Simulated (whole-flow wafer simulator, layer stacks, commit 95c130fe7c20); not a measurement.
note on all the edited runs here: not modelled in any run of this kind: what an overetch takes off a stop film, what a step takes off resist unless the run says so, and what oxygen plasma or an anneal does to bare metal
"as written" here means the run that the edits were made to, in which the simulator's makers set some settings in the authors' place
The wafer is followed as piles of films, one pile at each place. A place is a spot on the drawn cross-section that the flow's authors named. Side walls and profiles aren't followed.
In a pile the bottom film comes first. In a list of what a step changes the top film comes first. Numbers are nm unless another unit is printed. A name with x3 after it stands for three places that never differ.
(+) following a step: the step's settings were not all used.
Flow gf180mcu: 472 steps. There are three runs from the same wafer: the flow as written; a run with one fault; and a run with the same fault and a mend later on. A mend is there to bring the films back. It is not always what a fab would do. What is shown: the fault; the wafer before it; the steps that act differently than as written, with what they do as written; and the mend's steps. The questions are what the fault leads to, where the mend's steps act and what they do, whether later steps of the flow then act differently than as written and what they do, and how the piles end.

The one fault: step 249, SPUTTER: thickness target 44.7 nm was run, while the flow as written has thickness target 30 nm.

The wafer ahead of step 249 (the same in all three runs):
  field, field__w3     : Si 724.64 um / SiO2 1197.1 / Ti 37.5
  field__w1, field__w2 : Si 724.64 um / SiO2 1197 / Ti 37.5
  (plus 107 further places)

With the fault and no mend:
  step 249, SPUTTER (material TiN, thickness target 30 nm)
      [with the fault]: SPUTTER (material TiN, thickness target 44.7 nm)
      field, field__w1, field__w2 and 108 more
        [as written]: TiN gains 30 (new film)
        [with the fault]: TiN gains 44.7 (new film)
  Steps later in the flow that act otherwise than as written:
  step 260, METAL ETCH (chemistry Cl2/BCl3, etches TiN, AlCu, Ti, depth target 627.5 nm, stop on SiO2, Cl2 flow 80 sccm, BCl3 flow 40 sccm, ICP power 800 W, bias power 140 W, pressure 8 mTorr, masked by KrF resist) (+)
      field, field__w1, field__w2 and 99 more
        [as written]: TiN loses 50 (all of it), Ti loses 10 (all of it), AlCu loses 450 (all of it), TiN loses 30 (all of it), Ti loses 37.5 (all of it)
        [with the fault]: TiN loses 50 (all of it), Ti loses 10 (all of it), AlCu loses 450 (all of it), TiN loses 44.7 (all of it), Ti loses 37.5 (all of it)
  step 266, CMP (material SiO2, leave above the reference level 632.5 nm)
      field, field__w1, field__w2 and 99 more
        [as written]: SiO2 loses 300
        [with the fault]: SiO2 loses 285.3
  At field__w8, contact, m1 and 6 more, the piles at the end differ from the flow's by more than 2% or 0.5 nm, whichever is larger.
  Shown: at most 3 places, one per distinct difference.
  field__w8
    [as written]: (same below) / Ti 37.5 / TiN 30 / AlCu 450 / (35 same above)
    [with the fault]: (same below) / Ti 37.5 / TiN 44.7 / AlCu 450 / (35 same above)
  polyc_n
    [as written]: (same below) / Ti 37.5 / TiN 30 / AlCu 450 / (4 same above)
    [with the fault]: (same below) / Ti 37.5 / TiN 44.7 / AlCu 450 / (4 same above)
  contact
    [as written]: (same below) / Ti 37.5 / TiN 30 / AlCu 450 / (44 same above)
    [with the fault]: (same below) / Ti 37.5 / TiN 44.7 / AlCu 450 / (44 same above)

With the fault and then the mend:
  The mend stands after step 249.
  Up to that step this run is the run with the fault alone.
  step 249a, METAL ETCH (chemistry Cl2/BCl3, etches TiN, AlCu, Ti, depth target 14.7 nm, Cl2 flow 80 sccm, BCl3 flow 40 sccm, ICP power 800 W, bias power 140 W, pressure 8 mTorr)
      field, field__w1, field__w2 and 108 more
        TiN loses 14.7
  Later steps of the flow that are run all act as written at every place that is followed.
  The piles end the same as the flow's at every place that both follow.
